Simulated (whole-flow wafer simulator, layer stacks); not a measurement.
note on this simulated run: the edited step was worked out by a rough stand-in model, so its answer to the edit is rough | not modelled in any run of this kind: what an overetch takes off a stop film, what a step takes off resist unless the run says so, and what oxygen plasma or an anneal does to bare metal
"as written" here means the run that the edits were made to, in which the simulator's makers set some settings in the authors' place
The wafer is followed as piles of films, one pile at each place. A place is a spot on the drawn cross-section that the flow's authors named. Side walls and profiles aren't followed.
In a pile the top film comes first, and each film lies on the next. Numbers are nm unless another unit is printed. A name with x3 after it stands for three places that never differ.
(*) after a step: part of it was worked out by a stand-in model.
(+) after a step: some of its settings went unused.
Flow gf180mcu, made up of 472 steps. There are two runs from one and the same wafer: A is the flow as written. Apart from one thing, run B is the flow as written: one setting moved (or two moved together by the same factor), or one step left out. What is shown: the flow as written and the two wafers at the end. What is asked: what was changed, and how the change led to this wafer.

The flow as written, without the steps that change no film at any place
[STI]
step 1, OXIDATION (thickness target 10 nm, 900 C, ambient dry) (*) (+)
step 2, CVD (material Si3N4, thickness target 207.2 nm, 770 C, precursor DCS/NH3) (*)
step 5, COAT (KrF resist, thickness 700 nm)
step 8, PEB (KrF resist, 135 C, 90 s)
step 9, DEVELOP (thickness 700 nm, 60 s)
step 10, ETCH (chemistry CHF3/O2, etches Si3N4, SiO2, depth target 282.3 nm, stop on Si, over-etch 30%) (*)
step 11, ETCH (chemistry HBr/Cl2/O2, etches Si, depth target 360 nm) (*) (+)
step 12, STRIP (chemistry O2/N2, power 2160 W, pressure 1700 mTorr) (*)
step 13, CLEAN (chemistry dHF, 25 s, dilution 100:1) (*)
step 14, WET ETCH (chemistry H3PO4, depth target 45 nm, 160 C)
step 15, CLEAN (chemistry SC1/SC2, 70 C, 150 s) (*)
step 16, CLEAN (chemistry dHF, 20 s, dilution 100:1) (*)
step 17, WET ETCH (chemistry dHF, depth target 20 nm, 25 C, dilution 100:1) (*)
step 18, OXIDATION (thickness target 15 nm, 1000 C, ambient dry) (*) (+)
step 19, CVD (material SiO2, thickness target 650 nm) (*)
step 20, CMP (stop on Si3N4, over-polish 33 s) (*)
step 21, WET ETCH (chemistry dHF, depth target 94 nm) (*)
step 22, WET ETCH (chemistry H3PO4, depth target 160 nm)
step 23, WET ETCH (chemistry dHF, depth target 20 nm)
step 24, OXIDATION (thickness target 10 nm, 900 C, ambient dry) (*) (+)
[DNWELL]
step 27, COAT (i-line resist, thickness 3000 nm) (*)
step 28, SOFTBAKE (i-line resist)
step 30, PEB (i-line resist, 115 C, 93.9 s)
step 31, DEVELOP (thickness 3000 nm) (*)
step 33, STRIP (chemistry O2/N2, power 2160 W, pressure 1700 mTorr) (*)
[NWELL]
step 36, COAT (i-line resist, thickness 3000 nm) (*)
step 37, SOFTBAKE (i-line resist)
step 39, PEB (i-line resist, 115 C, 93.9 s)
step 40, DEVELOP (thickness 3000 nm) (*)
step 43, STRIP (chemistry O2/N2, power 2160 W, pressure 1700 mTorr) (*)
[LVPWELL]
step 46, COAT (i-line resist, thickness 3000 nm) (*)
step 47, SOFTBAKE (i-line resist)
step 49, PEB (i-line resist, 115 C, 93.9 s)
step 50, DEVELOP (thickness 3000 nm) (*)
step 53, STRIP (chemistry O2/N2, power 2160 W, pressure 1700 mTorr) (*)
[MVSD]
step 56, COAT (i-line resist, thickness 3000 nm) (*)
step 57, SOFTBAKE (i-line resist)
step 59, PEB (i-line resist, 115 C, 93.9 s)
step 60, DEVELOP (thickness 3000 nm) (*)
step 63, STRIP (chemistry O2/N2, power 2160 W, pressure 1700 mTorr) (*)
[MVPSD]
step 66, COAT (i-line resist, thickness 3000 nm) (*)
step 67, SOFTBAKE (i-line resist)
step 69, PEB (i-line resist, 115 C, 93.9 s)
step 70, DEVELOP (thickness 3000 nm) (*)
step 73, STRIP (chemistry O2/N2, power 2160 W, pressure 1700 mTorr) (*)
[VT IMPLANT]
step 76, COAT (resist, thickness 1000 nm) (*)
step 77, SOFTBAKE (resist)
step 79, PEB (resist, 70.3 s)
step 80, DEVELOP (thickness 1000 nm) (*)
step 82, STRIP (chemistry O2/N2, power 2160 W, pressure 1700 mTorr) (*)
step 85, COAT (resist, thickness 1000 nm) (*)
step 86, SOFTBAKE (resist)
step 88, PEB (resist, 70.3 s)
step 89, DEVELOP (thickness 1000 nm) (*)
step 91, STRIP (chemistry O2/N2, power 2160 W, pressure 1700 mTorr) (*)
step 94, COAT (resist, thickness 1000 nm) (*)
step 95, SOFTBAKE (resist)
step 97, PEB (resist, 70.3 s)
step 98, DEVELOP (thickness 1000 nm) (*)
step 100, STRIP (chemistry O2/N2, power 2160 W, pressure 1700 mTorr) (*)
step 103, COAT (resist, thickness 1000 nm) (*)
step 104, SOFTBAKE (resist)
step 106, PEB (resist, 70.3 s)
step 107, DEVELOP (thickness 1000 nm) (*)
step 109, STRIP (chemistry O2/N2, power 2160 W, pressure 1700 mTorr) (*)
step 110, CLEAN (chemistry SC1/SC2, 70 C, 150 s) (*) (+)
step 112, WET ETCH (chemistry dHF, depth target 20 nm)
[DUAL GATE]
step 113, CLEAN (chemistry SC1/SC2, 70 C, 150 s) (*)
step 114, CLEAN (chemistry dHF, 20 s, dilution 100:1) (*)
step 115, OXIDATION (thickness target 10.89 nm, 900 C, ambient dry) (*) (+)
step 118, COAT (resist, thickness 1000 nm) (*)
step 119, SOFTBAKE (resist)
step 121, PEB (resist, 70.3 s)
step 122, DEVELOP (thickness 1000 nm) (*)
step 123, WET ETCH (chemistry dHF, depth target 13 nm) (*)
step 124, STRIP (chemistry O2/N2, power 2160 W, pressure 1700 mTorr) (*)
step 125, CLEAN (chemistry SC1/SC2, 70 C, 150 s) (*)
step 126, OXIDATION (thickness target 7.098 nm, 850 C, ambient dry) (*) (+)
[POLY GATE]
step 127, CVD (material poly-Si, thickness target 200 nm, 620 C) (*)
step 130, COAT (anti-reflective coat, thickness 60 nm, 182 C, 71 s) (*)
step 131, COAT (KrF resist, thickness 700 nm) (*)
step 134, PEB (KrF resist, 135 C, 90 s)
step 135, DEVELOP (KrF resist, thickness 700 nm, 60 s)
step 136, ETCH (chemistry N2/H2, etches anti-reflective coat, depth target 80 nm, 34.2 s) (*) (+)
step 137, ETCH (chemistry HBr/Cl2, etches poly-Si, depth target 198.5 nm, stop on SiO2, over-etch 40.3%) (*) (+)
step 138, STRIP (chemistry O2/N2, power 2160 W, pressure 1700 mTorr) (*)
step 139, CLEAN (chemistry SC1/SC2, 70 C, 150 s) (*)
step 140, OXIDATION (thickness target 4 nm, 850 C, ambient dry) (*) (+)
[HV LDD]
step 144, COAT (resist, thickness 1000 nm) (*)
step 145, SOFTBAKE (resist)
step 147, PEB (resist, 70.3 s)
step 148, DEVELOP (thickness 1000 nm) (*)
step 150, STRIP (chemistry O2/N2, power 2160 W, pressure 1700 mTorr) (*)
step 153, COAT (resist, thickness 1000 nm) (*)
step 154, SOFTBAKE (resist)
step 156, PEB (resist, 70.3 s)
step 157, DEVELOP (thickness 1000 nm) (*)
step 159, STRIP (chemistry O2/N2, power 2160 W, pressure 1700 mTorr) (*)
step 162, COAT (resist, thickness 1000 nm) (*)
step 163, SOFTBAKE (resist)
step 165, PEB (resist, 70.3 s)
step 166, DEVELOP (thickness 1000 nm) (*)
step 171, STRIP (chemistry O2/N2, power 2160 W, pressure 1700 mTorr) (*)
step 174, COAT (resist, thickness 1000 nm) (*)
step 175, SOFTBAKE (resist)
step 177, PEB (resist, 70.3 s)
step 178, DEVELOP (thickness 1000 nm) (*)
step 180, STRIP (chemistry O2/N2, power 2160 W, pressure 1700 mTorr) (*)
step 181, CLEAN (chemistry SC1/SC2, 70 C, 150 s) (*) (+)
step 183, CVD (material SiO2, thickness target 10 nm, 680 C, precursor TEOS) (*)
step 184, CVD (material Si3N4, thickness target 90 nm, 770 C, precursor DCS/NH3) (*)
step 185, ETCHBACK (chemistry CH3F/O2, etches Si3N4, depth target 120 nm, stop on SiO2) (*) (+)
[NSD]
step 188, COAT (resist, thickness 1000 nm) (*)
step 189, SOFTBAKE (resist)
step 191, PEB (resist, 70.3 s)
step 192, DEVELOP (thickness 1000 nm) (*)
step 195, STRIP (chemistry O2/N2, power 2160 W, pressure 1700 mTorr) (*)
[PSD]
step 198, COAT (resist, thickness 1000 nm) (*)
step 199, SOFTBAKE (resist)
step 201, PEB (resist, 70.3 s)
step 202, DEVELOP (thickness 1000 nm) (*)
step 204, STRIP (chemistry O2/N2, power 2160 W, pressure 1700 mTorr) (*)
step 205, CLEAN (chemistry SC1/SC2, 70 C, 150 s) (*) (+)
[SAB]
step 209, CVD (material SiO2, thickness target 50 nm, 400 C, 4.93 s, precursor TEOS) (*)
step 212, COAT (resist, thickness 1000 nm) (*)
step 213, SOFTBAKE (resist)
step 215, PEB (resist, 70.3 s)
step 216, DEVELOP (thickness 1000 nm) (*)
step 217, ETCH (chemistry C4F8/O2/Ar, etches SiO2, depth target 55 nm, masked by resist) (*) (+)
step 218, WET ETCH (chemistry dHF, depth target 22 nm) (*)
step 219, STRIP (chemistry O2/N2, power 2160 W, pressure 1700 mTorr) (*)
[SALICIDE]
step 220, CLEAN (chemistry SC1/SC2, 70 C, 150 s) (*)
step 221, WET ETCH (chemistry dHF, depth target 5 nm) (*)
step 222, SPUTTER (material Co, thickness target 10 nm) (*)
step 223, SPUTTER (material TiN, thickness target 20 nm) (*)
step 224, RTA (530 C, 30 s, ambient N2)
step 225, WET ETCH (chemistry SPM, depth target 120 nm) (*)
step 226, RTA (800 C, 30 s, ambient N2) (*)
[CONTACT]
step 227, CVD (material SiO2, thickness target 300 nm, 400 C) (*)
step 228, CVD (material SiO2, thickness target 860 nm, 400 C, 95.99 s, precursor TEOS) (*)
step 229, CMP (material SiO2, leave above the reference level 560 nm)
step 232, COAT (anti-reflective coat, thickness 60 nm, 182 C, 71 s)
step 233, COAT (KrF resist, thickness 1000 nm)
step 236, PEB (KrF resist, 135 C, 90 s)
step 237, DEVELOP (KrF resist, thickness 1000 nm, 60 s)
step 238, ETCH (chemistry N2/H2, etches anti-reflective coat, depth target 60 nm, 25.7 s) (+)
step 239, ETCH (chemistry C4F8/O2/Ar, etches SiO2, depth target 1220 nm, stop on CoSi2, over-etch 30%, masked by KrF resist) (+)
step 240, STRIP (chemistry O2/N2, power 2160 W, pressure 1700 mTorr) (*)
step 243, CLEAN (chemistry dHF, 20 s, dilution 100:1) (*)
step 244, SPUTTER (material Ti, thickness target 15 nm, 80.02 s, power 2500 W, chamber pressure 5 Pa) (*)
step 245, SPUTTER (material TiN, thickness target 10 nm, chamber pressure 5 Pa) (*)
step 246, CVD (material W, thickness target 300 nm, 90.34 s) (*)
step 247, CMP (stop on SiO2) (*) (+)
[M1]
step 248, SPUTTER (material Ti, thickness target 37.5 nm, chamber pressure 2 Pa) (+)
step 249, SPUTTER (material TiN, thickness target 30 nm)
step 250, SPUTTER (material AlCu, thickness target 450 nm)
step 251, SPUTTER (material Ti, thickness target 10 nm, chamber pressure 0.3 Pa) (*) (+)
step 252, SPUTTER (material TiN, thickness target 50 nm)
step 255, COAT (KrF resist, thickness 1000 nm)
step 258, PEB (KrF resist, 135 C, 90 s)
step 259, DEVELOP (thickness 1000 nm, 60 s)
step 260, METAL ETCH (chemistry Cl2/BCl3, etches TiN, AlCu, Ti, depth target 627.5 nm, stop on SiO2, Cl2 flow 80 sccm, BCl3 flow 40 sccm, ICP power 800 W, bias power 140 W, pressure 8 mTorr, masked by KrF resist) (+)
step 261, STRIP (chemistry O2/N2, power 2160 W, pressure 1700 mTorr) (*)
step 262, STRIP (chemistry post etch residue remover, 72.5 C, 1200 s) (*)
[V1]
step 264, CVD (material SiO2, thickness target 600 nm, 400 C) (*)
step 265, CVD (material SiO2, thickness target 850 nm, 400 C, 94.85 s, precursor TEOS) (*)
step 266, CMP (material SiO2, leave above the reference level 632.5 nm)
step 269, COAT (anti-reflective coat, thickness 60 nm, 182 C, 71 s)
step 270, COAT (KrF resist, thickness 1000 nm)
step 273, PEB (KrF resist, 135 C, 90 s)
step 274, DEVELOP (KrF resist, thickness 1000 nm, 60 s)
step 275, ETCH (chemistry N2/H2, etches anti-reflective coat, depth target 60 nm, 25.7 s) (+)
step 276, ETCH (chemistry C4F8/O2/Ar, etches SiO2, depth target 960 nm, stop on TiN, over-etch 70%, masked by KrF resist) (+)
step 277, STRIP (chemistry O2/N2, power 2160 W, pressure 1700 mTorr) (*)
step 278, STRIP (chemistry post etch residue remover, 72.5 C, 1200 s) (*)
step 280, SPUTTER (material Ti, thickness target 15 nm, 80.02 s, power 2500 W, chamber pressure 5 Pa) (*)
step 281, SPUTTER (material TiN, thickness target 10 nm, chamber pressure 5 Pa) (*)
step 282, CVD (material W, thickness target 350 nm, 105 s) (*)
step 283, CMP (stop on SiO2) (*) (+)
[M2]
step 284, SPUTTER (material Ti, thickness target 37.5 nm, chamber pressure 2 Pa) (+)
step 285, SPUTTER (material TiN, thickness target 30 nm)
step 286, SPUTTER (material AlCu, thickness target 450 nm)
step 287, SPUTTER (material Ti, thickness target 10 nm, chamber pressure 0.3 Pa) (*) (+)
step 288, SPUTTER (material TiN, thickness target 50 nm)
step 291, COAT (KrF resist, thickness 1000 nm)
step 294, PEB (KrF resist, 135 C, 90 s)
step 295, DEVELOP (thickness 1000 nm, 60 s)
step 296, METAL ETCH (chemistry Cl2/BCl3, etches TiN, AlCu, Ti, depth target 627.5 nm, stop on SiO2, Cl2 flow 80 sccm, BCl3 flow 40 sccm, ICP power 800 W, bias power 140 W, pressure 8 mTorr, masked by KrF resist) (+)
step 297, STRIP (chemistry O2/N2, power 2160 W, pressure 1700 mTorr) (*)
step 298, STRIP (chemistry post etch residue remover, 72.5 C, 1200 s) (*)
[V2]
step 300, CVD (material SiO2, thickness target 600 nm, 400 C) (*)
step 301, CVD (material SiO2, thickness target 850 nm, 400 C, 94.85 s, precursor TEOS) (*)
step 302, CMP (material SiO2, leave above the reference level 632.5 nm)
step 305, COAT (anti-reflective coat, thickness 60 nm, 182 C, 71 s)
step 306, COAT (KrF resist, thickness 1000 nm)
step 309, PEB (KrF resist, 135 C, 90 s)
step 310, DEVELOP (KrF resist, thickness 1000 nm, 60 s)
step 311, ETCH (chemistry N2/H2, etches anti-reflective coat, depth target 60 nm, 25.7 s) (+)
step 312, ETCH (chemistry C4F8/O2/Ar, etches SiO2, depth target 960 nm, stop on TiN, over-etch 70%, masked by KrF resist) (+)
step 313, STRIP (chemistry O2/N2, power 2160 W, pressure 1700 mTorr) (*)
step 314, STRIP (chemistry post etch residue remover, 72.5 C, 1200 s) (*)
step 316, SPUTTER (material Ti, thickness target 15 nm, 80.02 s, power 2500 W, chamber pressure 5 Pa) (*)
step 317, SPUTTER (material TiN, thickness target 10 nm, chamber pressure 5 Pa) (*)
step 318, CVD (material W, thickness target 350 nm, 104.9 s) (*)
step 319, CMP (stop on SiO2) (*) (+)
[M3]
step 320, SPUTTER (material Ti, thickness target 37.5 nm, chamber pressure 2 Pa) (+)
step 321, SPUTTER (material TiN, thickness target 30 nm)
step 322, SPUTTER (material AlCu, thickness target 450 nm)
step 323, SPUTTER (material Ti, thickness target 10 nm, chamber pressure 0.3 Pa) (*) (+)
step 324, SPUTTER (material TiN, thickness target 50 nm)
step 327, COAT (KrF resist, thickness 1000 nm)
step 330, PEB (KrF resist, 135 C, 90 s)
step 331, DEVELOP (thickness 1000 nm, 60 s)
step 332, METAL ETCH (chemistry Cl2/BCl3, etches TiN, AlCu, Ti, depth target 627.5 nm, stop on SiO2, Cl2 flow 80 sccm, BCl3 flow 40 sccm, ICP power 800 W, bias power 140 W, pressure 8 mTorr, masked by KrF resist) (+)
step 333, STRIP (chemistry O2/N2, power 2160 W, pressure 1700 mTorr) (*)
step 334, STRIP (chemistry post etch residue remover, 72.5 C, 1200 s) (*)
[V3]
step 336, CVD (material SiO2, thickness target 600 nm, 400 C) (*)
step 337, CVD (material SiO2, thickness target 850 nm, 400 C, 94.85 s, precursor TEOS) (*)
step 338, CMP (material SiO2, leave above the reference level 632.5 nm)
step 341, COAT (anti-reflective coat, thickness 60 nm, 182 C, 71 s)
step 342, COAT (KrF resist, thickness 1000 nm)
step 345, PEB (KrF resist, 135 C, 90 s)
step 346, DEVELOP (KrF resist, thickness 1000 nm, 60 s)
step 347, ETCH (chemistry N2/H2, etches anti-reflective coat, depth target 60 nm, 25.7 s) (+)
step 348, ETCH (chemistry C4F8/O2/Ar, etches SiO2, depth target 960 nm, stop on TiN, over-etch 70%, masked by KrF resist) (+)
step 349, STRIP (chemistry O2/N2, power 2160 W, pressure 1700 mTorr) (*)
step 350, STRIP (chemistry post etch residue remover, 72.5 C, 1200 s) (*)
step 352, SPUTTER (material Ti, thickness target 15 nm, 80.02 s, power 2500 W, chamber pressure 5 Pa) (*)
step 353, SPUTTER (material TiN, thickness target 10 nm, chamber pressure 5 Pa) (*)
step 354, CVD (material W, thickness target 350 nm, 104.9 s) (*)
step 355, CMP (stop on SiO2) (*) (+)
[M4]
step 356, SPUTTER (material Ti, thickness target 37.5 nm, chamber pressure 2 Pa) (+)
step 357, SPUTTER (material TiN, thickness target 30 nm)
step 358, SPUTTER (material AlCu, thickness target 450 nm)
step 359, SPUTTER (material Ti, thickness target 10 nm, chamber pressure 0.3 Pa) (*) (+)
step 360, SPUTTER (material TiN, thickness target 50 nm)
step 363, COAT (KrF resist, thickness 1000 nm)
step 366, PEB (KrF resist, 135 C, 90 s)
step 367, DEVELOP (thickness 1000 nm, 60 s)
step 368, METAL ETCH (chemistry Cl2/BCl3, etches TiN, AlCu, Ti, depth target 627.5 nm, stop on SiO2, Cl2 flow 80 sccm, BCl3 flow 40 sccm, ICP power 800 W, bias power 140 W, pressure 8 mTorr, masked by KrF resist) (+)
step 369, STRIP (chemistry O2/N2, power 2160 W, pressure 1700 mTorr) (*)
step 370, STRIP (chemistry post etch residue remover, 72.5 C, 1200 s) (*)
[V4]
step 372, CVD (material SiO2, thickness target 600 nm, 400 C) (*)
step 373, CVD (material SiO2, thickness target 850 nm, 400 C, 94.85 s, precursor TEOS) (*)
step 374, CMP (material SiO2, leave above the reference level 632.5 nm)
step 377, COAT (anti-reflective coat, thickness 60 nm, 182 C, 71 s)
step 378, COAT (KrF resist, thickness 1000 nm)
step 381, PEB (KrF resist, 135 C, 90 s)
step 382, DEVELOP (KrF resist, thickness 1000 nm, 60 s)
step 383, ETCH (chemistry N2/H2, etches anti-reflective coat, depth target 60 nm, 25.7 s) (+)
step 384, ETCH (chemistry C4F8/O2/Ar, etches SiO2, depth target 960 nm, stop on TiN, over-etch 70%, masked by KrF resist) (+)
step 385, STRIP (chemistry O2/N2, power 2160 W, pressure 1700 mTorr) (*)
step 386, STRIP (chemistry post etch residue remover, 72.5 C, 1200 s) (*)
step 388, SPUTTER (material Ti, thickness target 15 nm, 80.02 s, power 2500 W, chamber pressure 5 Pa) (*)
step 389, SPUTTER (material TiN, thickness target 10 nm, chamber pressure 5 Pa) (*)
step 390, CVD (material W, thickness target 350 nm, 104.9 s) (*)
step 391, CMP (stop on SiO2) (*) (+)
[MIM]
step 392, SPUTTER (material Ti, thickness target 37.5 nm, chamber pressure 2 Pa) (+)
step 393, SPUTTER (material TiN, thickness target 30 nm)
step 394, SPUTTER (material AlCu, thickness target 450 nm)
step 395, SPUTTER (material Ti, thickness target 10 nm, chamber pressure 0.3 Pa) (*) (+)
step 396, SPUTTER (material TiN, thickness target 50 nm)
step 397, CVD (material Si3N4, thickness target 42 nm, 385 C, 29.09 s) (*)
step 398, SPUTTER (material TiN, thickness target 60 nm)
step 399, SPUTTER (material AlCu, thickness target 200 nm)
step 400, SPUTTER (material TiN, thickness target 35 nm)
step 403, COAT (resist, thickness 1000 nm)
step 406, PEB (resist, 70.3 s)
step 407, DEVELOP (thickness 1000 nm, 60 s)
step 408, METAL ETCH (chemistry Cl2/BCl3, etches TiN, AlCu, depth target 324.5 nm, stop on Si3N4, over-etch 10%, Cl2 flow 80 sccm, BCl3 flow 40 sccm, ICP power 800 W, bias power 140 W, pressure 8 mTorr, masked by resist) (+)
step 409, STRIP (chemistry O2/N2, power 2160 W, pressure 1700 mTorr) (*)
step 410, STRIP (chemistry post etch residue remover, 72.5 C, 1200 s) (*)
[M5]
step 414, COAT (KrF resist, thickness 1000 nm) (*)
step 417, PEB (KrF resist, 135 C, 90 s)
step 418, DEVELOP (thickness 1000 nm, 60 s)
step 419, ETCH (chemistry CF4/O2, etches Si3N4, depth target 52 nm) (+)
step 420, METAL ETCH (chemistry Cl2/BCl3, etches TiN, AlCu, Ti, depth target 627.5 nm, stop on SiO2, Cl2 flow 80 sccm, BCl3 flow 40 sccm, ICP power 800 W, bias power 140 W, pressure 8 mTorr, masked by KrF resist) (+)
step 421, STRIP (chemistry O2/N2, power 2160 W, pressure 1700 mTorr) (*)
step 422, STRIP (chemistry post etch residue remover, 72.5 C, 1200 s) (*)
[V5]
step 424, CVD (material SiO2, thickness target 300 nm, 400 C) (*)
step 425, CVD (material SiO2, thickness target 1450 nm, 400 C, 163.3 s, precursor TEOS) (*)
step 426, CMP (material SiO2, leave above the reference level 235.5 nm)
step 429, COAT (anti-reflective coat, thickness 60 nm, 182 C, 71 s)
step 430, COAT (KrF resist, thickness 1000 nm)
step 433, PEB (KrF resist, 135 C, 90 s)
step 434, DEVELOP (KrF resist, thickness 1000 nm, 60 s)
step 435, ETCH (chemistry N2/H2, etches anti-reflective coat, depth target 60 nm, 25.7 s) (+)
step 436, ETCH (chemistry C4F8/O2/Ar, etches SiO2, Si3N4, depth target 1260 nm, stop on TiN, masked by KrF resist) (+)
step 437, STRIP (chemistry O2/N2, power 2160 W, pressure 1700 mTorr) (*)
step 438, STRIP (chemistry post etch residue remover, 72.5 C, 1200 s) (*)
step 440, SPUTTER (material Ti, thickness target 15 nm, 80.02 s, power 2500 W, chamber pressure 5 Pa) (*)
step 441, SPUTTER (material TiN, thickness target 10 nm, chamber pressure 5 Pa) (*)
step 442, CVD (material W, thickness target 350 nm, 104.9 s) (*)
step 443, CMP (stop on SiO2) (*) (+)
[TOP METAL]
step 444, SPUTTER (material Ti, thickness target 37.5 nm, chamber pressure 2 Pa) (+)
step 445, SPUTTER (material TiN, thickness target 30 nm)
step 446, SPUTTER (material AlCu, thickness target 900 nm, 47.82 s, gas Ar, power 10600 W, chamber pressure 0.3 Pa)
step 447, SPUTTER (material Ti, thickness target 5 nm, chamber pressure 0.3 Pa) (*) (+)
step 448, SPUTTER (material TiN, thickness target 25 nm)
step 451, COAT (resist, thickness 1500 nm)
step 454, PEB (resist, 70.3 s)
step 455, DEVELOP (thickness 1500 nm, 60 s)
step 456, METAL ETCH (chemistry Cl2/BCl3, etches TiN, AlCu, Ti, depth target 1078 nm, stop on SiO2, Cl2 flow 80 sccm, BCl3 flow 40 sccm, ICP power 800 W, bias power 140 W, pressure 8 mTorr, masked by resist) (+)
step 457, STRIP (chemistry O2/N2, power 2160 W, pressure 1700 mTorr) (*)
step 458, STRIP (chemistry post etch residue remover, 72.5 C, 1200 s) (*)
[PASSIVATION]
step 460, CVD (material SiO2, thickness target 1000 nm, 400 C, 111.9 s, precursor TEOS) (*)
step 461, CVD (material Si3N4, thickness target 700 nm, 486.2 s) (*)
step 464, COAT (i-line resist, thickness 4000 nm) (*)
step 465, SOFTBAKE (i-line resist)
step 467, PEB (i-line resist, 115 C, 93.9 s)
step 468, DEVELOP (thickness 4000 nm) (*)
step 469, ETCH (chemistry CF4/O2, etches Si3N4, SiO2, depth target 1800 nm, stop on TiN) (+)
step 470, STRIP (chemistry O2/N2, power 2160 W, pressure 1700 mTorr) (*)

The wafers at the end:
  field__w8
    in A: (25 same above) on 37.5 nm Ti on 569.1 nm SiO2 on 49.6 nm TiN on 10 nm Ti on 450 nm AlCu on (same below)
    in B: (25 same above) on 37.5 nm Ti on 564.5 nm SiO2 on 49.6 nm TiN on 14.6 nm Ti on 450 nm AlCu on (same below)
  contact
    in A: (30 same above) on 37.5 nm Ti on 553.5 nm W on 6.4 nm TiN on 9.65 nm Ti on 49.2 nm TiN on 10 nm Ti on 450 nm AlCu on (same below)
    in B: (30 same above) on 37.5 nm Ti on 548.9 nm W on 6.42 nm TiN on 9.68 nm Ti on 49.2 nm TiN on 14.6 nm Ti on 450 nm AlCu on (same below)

The reason: step 287, SPUTTER: thickness target 14.6 nm was run, while the flow as written has thickness target 10 nm.
One can read it off the wafer: field__w8 has Ti 14.6, and step 287 as written asks for 10 nm.

The path from the change to this, step by step:
  step 287, SPUTTER (material Ti, thickness target 10 nm, chamber pressure 0.3 Pa) (*) (+)
      field, field__w1, field__w2 and 108 more: A Ti gains 10 (new film) | B Ti gains 14.6 (new film)
  step 296, METAL ETCH (chemistry Cl2/BCl3, etches TiN, AlCu, Ti, depth target 627.5 nm, stop on SiO2, Cl2 flow 80 sccm, BCl3 flow 40 sccm, ICP power 800 W, bias power 140 W, pressure 8 mTorr, masked by KrF resist) (+)
      field, field__w1, field__w2 and 103 more: A TiN loses 50 (all of it), Ti loses 10 (all of it), AlCu loses 450 (all of it), TiN loses 30 (all of it), Ti loses 37.5 (all of it) | B TiN loses 50 (all of it), Ti loses 14.6 (all of it), AlCu loses 450 (all of it), TiN loses 30 (all of it), Ti loses 37.5 (all of it)
